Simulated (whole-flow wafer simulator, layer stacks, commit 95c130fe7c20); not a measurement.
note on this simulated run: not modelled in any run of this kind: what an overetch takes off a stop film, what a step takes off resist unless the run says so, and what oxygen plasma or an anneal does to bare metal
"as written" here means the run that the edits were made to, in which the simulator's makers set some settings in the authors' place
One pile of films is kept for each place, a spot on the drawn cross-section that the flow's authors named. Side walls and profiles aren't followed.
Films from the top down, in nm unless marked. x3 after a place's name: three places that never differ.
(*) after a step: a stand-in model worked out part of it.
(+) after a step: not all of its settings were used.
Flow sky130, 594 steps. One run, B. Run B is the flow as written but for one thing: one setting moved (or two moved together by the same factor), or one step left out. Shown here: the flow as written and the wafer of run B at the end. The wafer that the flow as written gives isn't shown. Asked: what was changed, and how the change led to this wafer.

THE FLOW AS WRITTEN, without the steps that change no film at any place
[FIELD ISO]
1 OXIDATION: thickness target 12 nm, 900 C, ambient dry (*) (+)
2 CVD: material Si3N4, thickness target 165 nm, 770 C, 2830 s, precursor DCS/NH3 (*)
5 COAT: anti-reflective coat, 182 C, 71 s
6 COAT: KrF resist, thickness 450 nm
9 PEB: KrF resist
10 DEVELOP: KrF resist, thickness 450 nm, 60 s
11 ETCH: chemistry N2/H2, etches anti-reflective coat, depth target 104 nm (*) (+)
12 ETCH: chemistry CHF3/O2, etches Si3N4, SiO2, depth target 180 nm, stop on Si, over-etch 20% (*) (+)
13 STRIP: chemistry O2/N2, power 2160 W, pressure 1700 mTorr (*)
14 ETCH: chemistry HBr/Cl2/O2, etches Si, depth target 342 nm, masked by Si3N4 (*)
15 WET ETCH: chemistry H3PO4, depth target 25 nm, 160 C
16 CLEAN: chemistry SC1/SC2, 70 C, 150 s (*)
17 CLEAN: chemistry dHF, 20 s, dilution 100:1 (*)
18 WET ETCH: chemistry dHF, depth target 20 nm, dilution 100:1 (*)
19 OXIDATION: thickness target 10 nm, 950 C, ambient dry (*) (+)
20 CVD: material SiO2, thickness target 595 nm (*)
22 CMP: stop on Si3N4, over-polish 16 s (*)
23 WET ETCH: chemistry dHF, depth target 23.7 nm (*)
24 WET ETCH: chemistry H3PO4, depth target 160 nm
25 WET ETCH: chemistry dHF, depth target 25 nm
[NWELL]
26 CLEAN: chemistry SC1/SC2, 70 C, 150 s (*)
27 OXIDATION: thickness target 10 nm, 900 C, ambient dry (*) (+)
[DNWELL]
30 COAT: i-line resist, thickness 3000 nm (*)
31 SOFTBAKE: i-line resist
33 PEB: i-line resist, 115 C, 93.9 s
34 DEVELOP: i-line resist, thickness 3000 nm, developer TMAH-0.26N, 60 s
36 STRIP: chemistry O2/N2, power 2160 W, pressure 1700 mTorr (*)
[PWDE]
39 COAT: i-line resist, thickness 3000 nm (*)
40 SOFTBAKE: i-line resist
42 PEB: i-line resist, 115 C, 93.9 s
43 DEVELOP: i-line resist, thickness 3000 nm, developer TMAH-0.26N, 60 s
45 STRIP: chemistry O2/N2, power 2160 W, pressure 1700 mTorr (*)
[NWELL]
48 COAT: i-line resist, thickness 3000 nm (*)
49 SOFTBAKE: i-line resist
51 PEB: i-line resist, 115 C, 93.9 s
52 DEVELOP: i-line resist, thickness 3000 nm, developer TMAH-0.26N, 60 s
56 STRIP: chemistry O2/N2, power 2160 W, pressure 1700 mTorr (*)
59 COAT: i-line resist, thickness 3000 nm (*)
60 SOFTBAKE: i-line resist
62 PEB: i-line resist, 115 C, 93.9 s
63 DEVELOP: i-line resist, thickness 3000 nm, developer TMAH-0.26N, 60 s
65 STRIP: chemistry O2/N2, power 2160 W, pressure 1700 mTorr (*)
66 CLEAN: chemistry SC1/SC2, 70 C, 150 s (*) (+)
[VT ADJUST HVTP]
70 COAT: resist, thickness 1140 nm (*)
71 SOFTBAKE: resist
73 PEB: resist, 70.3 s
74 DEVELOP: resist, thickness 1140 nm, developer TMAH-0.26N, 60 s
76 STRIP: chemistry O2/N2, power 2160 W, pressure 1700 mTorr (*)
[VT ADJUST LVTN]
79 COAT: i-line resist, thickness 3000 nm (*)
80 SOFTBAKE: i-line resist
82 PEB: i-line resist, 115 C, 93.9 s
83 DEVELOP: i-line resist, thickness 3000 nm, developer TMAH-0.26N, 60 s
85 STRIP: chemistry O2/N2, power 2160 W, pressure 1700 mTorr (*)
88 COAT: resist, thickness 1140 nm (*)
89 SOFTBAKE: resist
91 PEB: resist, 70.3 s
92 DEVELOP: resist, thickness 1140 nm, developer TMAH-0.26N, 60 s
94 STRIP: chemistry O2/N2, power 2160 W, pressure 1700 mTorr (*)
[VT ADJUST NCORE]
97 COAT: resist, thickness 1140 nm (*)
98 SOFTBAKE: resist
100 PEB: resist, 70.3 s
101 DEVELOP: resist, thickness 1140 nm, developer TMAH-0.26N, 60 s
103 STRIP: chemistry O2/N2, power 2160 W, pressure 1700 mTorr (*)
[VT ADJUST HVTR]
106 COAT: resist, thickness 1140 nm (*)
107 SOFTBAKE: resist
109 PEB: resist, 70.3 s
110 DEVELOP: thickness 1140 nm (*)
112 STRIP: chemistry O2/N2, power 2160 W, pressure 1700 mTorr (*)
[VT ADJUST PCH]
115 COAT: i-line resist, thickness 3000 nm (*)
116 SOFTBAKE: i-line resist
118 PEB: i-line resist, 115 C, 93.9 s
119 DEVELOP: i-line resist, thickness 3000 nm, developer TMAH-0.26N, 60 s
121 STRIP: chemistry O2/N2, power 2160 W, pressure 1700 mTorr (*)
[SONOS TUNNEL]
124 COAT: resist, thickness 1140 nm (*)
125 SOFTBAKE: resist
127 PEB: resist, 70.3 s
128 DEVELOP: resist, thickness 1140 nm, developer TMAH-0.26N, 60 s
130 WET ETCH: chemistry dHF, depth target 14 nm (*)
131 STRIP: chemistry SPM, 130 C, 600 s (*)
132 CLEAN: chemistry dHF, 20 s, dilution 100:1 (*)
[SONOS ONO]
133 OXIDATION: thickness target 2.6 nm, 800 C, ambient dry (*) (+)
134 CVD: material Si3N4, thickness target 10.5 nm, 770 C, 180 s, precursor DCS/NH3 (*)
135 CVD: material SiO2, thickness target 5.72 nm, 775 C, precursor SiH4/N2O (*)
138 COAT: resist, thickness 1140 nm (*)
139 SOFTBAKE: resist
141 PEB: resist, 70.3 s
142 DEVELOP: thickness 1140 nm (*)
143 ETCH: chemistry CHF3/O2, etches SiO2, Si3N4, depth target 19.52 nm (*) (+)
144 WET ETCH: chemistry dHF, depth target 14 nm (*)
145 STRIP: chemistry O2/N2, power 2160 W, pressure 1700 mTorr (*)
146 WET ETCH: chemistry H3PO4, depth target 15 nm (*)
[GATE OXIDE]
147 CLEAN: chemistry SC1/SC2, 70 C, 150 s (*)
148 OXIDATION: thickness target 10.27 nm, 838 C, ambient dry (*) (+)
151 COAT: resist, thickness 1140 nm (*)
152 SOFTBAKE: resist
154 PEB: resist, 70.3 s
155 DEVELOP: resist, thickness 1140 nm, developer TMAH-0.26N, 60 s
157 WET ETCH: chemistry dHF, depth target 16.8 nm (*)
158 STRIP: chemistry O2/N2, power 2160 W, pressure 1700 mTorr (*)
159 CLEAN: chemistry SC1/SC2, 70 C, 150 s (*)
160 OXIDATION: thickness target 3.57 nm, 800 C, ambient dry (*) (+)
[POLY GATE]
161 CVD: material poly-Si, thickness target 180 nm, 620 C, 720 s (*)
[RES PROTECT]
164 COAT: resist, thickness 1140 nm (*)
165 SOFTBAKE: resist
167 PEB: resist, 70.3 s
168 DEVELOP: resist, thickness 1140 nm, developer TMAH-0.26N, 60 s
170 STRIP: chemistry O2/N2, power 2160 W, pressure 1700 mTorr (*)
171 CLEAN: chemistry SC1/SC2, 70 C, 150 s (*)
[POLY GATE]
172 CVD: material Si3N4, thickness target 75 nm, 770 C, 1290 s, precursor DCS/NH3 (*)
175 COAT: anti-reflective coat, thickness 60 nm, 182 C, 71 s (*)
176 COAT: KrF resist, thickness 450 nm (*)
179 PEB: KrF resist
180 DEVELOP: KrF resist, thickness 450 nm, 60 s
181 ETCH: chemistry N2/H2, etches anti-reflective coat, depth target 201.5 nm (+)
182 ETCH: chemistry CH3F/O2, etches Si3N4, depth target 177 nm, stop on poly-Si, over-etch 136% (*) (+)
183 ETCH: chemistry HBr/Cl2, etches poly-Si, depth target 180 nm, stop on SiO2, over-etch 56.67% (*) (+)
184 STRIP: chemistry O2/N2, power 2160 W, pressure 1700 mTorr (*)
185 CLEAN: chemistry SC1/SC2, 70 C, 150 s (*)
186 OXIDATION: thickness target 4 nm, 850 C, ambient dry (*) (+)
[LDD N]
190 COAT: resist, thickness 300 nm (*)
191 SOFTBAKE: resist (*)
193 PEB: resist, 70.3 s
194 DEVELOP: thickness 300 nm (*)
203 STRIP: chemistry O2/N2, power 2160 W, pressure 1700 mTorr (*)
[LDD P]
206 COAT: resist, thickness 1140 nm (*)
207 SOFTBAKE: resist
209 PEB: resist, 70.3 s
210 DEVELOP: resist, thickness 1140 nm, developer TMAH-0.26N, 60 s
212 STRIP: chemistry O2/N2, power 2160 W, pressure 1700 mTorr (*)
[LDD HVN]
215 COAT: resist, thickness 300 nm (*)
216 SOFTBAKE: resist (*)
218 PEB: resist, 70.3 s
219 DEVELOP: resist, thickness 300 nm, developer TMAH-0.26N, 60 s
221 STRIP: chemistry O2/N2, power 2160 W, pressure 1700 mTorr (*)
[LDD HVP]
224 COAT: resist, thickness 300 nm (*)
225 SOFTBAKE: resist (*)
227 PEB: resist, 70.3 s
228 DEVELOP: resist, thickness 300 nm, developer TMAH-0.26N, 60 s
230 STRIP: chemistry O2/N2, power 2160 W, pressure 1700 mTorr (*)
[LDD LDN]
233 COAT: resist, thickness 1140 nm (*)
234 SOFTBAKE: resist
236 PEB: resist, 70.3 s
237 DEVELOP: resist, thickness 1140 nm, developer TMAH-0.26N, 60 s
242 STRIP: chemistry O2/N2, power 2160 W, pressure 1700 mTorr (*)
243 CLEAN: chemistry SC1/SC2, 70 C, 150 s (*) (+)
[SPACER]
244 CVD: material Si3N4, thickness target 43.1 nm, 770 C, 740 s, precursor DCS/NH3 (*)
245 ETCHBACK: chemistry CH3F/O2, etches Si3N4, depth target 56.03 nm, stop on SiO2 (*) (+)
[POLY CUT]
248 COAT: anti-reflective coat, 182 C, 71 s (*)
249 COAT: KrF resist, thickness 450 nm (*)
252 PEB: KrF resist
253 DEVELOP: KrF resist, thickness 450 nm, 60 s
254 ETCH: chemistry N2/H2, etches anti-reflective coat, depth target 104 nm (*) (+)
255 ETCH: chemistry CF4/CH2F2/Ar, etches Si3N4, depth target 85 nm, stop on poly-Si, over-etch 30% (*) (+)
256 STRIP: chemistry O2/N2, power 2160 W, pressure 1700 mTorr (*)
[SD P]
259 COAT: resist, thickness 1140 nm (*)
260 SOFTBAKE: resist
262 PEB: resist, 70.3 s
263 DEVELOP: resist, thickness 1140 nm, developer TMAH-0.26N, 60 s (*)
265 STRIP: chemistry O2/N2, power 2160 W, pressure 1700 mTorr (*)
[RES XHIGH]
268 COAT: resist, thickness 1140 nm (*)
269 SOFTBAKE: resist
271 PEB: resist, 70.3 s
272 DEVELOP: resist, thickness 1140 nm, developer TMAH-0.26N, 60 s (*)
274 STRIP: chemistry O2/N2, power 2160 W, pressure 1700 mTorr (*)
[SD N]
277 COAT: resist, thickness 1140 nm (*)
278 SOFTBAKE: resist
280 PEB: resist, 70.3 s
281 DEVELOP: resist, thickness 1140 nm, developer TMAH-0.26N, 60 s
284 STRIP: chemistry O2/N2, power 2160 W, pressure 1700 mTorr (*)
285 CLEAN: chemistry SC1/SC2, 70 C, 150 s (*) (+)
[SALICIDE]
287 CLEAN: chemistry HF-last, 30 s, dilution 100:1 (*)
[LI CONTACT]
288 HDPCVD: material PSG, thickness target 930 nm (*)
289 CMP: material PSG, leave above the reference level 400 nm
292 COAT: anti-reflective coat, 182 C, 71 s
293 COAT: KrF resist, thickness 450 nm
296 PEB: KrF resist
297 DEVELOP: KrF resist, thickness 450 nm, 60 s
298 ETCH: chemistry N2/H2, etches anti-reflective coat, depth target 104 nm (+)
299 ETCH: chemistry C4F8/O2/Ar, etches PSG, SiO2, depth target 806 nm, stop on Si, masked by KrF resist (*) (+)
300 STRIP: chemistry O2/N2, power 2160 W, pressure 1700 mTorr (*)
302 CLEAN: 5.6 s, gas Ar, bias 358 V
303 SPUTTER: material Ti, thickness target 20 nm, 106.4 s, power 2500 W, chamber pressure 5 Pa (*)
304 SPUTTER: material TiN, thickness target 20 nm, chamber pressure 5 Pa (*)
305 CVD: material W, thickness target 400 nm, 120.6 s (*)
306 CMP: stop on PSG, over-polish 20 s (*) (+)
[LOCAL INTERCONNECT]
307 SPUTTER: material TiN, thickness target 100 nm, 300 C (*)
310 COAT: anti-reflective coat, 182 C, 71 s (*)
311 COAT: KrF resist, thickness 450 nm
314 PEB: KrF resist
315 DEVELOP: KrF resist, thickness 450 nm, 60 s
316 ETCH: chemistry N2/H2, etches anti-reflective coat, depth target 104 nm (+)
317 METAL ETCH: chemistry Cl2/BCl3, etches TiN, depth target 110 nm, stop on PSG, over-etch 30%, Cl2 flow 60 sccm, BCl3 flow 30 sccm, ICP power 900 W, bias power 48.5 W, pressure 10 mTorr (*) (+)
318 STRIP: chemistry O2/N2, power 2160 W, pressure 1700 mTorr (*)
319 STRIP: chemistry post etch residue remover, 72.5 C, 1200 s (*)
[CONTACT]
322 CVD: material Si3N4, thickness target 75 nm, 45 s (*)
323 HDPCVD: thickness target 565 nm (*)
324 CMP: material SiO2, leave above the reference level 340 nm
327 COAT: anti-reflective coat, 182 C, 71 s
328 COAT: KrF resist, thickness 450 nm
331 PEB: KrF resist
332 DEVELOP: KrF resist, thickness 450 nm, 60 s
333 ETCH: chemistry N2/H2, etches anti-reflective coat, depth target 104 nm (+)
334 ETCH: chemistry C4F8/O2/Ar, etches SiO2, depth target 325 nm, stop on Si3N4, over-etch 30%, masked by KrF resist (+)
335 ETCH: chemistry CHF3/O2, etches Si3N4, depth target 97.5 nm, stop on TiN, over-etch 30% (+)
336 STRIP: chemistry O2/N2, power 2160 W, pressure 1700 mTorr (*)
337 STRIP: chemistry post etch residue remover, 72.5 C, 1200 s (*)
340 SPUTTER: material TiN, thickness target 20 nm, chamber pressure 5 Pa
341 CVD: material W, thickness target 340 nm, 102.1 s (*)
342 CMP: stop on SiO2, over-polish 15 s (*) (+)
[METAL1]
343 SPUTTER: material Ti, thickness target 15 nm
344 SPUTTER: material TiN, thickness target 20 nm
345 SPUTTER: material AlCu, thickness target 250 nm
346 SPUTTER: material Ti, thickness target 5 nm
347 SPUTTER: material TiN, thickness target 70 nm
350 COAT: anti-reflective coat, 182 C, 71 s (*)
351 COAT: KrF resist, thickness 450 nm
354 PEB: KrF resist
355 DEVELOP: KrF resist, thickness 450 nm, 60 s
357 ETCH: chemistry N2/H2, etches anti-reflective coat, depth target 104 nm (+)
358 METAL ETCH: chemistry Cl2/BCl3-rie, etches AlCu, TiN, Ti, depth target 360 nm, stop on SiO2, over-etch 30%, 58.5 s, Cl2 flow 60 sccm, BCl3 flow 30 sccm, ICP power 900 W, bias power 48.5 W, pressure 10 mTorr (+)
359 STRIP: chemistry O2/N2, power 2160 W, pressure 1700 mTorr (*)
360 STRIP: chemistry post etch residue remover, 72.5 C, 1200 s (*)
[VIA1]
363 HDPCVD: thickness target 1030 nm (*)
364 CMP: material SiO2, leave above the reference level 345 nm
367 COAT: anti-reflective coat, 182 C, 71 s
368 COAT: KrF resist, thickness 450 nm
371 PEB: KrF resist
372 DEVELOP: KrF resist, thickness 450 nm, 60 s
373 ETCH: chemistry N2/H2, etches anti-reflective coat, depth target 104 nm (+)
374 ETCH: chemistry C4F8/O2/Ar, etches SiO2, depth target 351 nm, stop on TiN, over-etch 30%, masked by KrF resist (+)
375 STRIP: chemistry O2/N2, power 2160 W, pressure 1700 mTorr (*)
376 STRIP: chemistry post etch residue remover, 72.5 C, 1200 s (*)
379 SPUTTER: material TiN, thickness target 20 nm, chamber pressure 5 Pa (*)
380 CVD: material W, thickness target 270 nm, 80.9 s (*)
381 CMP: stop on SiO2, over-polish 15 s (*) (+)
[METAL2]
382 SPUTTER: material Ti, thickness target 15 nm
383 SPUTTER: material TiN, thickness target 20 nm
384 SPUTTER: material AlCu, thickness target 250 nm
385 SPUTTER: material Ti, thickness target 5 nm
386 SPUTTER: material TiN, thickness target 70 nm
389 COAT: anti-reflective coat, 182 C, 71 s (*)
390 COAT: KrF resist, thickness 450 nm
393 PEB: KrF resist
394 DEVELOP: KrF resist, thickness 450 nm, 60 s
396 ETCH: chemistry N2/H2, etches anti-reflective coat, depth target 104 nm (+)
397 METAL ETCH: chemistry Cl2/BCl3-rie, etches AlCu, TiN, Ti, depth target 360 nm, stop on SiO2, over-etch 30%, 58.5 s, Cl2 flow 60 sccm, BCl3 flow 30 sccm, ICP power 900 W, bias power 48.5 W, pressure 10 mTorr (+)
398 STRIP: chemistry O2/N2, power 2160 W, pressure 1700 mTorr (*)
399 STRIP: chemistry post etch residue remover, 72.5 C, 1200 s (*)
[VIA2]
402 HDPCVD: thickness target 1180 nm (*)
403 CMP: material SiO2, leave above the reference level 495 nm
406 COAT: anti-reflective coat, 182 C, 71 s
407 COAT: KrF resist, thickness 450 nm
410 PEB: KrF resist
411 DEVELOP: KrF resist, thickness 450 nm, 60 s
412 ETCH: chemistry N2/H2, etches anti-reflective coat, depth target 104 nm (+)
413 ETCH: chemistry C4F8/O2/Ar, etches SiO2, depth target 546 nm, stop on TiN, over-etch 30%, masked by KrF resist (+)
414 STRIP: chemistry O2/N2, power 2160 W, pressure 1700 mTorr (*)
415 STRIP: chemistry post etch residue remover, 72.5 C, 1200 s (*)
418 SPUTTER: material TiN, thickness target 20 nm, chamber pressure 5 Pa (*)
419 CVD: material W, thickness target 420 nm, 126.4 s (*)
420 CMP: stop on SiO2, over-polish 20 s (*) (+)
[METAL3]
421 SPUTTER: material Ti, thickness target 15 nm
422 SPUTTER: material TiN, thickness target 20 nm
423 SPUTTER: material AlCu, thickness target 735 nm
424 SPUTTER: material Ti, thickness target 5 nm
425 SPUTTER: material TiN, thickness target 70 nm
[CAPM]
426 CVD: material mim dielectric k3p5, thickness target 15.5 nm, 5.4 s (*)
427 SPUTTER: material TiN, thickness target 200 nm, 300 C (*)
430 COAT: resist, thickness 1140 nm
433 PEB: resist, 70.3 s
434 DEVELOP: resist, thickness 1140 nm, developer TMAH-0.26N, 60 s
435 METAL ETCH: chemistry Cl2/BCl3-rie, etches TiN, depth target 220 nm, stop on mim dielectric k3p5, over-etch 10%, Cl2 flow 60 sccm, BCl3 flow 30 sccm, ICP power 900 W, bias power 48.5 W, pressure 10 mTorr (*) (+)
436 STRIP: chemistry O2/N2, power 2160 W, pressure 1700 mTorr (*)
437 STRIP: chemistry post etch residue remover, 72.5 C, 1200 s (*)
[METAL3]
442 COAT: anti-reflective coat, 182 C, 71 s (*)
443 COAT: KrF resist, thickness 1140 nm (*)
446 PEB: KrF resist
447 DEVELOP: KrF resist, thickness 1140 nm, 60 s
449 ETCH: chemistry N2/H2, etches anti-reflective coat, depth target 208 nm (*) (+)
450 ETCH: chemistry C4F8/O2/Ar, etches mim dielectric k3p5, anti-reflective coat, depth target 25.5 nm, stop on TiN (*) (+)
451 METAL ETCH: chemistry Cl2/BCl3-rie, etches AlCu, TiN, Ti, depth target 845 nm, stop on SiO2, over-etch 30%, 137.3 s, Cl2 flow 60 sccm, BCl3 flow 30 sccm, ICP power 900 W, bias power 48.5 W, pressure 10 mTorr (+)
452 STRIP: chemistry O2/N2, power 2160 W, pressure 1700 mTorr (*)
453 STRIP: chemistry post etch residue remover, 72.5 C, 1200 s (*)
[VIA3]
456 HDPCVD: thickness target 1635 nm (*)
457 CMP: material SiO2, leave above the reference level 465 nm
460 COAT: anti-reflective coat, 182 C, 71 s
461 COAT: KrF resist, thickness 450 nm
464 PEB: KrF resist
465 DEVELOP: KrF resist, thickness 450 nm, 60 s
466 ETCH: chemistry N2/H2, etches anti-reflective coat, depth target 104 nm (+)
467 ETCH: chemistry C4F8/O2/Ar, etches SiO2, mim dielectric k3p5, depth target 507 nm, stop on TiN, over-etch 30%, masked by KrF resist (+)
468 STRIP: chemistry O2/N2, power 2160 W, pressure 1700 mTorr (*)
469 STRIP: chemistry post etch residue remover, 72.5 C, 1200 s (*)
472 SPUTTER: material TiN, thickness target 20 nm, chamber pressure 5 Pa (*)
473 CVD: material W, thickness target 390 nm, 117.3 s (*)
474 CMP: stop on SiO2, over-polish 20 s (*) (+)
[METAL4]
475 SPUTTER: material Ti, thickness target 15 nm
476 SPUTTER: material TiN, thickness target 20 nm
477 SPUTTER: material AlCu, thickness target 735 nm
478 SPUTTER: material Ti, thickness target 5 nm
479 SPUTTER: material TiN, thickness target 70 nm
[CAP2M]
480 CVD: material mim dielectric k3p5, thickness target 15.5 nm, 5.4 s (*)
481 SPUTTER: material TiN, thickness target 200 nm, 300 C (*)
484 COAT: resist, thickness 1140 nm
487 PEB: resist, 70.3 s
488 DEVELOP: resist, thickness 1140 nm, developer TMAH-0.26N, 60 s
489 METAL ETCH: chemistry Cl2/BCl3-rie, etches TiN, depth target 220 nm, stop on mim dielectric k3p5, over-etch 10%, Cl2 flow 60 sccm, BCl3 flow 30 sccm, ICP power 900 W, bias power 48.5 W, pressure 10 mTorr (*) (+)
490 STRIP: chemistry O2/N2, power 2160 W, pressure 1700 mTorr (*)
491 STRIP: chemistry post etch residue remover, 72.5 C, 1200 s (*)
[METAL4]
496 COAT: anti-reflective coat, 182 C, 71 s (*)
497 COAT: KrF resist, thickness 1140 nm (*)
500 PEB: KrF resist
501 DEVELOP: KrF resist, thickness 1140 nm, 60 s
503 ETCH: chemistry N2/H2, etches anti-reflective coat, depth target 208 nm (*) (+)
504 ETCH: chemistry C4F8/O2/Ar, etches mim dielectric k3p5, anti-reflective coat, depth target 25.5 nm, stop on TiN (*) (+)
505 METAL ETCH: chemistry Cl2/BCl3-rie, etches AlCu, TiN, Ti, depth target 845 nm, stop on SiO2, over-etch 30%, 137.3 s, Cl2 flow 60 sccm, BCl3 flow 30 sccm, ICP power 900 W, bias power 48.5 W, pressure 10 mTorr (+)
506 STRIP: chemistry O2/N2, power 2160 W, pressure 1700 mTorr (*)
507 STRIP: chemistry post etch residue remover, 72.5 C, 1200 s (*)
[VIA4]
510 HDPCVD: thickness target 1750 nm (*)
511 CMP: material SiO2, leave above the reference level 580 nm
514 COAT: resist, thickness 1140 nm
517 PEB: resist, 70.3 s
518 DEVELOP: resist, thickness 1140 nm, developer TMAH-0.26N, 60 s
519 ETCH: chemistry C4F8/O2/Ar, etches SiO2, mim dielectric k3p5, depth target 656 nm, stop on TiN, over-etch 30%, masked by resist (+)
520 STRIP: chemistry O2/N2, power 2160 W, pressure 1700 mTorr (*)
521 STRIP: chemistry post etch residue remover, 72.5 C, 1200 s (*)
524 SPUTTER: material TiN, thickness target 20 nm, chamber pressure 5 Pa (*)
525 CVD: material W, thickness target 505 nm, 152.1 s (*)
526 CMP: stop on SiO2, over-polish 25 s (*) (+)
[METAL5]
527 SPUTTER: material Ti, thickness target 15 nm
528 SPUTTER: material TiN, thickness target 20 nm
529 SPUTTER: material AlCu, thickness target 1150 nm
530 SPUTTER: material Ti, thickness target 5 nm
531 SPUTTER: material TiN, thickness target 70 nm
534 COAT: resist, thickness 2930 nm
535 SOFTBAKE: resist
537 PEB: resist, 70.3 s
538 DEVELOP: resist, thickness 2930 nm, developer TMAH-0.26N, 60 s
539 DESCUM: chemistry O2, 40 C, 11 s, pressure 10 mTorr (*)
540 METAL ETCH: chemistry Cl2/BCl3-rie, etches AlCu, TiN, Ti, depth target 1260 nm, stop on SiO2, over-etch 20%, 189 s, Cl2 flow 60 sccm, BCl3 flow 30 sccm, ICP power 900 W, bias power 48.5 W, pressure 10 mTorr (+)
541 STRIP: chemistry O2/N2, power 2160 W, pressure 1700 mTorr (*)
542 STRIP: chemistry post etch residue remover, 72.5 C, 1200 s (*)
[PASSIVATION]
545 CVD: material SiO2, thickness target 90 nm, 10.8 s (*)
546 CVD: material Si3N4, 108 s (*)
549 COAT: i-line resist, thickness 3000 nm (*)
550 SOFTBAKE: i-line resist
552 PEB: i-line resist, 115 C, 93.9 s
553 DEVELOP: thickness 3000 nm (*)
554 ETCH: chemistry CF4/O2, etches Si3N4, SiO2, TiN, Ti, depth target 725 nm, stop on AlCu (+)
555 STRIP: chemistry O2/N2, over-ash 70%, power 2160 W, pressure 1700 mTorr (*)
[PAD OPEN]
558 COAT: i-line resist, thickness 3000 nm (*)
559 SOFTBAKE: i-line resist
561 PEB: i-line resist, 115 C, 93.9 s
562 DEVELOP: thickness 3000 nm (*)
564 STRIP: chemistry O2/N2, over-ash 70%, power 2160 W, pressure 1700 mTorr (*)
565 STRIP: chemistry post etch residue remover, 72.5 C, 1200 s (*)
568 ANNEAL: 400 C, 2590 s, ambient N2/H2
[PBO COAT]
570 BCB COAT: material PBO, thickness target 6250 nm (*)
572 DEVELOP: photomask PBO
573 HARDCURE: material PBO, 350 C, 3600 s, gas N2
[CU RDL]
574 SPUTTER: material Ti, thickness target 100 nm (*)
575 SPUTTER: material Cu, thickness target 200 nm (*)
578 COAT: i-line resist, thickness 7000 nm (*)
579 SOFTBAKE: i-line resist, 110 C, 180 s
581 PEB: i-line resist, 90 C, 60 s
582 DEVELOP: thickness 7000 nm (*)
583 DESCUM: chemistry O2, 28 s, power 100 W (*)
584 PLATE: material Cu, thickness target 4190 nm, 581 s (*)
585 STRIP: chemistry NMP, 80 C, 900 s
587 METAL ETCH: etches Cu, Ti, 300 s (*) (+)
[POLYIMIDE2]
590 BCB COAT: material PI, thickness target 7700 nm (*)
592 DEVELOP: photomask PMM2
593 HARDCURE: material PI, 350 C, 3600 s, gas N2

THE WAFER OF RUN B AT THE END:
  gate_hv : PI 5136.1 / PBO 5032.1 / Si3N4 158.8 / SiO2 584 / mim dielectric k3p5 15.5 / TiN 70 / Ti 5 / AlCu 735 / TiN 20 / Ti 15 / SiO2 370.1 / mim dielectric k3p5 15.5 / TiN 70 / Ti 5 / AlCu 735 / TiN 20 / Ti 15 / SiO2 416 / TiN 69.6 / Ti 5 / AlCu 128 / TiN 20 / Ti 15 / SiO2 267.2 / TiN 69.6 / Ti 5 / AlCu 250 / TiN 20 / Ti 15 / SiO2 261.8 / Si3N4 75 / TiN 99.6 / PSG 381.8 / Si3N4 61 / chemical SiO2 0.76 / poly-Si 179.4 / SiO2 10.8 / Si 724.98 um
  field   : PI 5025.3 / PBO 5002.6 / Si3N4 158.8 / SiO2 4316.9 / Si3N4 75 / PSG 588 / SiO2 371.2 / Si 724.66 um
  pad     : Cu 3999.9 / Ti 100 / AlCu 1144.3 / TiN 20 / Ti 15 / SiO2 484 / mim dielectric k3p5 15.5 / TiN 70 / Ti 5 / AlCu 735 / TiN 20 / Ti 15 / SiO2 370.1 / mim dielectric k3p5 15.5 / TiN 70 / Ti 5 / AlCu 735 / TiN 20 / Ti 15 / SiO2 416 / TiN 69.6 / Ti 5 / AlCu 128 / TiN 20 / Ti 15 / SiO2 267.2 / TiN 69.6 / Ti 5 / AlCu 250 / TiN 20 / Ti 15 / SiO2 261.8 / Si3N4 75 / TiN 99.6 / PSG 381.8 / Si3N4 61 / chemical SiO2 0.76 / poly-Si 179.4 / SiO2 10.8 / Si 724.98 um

The cause: step 384, SPUTTER: thickness target 128 nm was run, where the flow has thickness target 250 nm.
It can be read off the wafer: gate_hv has AlCu 128, and step 384 as written asks for 250 nm.

How the change led to this, step by step:
  384 SPUTTER: material AlCu, thickness target 250 nm
      field, active, n_well and 188 more: AlCu +128 (new film) (as written it would be: AlCu +250 (new film))
  397 METAL ETCH: chemistry Cl2/BCl3-rie, etches AlCu, TiN, Ti, depth target 360 nm, stop on SiO2, over-etch 30%, 58.5 s, Cl2 flow 60 sccm, BCl3 flow 30 sccm, ICP power 900 W, bias power 48.5 W, pressure 10 mTorr (+)
      field, active, gate and 82 more: TiN -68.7 (all of it), Ti -5 (all of it), AlCu -128 (all of it), TiN -20 (all of it), Ti -15 (all of it), SiO2 -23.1 (as written it would be: TiN -68.7 (all of it), Ti -5 (all of it), AlCu -250 (all of it), TiN -20 (all of it), Ti -15 (all of it), SiO2 -10.9)
  403 CMP: material SiO2, leave above the reference level 495 nm
      field, active, gate and 82 more: SiO2 -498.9 (as written it would be: SiO2 -389.1)
